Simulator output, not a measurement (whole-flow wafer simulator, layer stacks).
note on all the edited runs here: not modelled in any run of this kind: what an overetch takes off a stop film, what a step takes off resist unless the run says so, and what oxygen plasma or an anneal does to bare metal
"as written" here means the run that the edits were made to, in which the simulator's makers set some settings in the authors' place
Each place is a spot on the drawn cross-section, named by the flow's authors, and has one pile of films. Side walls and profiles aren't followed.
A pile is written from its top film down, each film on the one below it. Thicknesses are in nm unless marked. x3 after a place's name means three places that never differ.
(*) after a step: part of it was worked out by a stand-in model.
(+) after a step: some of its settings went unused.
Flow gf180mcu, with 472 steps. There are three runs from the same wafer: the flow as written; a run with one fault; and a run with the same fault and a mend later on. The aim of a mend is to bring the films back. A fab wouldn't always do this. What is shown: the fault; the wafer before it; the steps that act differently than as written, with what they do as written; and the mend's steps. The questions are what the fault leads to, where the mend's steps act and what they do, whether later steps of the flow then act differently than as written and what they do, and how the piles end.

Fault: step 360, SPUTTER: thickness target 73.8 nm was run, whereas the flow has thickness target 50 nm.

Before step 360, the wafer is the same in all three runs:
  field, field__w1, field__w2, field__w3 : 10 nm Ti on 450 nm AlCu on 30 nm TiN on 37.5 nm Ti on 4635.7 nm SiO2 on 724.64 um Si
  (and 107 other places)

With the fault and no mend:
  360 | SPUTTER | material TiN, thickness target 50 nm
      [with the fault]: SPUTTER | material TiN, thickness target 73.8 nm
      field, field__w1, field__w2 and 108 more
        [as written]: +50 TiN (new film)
        [with the fault]: +73.8 TiN (new film)
  Later steps of the flow acting differently than as written (3 other steps are not shown; they differ only slightly, by no more than 2% or 0.5 nm, whichever is larger):
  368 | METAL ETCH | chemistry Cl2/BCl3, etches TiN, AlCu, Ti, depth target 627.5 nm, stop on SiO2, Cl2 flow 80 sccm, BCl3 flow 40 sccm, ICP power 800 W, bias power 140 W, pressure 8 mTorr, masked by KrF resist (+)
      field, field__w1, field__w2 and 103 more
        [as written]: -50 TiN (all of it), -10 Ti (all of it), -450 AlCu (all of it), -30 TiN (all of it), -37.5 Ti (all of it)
        [with the fault]: -73.8 TiN (all of it), -10 Ti (all of it), -450 AlCu (all of it), -30 TiN (all of it), -37.5 Ti (all of it)
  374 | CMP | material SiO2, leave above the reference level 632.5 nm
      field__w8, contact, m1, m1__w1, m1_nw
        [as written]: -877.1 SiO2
        [with the fault]: -900.9 SiO2
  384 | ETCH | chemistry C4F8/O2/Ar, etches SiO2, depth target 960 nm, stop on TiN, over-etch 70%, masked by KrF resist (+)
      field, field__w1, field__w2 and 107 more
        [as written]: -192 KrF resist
        [with the fault]: -186.5 KrF resist
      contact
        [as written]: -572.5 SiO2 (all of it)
        [with the fault]: -548.7 SiO2 (all of it)
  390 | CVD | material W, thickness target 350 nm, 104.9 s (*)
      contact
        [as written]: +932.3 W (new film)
        [with the fault]: +908.3 W (new film)
  By the end, the piles at field__w8, contact, m1, m1__w1, m1_nw depart from the flow's by more than 2% or 0.5 nm, whichever is larger.
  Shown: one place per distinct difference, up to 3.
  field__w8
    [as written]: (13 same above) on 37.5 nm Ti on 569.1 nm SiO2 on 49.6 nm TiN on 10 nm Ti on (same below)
    [with the fault]: (13 same above) on 37.5 nm Ti on 545.3 nm SiO2 on 73.4 nm TiN on 10 nm Ti on (same below)
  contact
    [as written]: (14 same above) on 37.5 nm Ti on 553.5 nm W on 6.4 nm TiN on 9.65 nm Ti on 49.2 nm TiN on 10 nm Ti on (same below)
    [with the fault]: (14 same above) on 37.5 nm Ti on 529.5 nm W on 6.49 nm TiN on 9.79 nm Ti on 73 nm TiN on 10 nm Ti on (same below)

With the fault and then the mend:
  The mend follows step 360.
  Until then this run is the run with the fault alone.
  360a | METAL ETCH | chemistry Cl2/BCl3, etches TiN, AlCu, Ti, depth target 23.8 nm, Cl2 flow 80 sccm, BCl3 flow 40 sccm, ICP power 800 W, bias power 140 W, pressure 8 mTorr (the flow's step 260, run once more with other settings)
      field, field__w1, field__w2 and 108 more
        -23.8 TiN
  Every later step of the flow that is run acts as written at every place that is followed.
  At every place that both follow, the piles at the end match the flow's.
